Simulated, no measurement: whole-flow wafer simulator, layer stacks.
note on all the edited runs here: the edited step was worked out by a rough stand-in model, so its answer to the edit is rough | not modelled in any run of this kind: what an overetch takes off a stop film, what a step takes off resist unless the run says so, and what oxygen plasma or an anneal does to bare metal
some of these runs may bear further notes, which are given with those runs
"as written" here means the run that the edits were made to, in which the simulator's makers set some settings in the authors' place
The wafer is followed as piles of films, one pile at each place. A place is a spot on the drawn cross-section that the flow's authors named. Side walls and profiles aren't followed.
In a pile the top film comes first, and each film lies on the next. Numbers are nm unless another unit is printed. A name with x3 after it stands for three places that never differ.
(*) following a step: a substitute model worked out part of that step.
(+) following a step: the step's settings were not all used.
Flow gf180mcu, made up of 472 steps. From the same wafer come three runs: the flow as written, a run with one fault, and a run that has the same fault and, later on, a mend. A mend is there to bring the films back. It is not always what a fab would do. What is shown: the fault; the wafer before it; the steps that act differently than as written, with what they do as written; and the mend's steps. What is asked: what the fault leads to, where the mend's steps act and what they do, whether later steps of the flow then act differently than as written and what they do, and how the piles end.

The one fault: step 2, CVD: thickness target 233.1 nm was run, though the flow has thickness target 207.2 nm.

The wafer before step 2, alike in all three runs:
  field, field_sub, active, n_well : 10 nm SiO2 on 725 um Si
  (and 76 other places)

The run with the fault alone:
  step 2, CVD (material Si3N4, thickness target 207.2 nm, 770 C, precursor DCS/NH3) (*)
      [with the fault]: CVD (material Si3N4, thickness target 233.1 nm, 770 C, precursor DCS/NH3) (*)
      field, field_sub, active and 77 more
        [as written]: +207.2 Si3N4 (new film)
        [with the fault]: +233.1 Si3N4 (new film)
  Steps later in the flow that act otherwise than as written (88 other steps are not shown; they differ only slightly, by no more than 2% or 0.5 nm, whichever is larger):
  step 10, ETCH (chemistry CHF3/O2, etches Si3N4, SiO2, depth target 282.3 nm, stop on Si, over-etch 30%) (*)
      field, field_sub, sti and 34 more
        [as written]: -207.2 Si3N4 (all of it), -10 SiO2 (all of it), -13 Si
        [with the fault]: -233.1 Si3N4 (all of it), -10 SiO2 (all of it), -7.85 Si
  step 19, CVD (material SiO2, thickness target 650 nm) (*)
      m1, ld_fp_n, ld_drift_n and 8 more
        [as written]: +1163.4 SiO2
        [with the fault]: +1189.3 SiO2
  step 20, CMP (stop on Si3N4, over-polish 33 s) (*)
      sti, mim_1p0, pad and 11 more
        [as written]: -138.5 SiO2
        [with the fault]: -112.6 SiO2
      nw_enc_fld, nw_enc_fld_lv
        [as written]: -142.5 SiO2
        [with the fault]: -116.6 SiO2
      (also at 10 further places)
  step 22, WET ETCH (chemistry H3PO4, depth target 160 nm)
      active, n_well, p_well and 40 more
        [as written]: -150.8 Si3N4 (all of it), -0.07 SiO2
        [with the fault]: -160.1 Si3N4
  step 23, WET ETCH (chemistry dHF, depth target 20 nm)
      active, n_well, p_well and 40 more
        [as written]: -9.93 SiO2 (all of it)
        [with the fault]: -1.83 Si3N4
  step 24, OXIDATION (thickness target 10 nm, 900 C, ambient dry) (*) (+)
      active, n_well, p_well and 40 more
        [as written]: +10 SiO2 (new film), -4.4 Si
        [with the fault]: nothing
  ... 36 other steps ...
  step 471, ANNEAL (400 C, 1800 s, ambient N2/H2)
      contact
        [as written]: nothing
        [with the fault]: under 49 films: +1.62 void (new film), -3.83 Ti, +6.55 TiSi first (new film), -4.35 Si
  By the end, the piles at field__w8, active, n_well and 56 more depart from the flow's by more than 2% or 0.5 nm, whichever is larger.
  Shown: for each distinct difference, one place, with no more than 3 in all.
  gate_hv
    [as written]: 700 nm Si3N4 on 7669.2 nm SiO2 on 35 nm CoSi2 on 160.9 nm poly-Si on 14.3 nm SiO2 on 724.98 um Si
    [with the fault]: 700 nm Si3N4 on 7682.3 nm SiO2 on 35 nm CoSi2 on 160.9 nm poly-Si on 11.8 nm Si3N4 on 10 nm SiO2 on 725 um Si
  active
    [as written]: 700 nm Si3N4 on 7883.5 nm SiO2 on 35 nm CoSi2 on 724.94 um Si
    [with the fault]: 700 nm Si3N4 on 7883.4 nm SiO2 on 6.49 nm Si3N4 on 10 nm SiO2 on 725 um Si
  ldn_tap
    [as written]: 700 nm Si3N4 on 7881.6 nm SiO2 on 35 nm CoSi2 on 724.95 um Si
    [with the fault]: 700 nm Si3N4 on 7881.9 nm SiO2 on 7.98 nm Si3N4 on 10 nm SiO2 on 725 um Si

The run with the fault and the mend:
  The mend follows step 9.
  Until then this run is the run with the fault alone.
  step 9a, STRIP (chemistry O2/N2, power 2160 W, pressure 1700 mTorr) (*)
      active, n_well, p_well and 40 more
        -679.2 KrF resist (all of it)
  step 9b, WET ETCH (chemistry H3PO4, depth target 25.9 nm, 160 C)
      field, field_sub, active and 77 more
        -25.9 Si3N4
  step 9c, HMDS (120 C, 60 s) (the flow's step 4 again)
      does not change any film at any place that is followed
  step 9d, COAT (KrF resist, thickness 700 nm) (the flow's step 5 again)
      field, field_sub, active and 77 more
        +700 KrF resist (new film)
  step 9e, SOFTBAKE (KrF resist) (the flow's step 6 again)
      does not change any film at any place that is followed
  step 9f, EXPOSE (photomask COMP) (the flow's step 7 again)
      does not change any film at any place that is followed
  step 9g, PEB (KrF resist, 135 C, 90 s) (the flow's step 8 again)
      field, field_sub, active and 77 more
        -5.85 KrF resist
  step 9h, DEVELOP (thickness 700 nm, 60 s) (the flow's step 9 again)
      active, n_well, p_well and 40 more
        -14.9 KrF resist
      field, field_sub, sti and 34 more
        -694.2 KrF resist (all of it)
  Every later step of the flow that is run acts as written, at every place that is followed, to within 2% or 0.5 nm, whichever is larger.
  At every place that both follow, the piles at the end match the flow's.
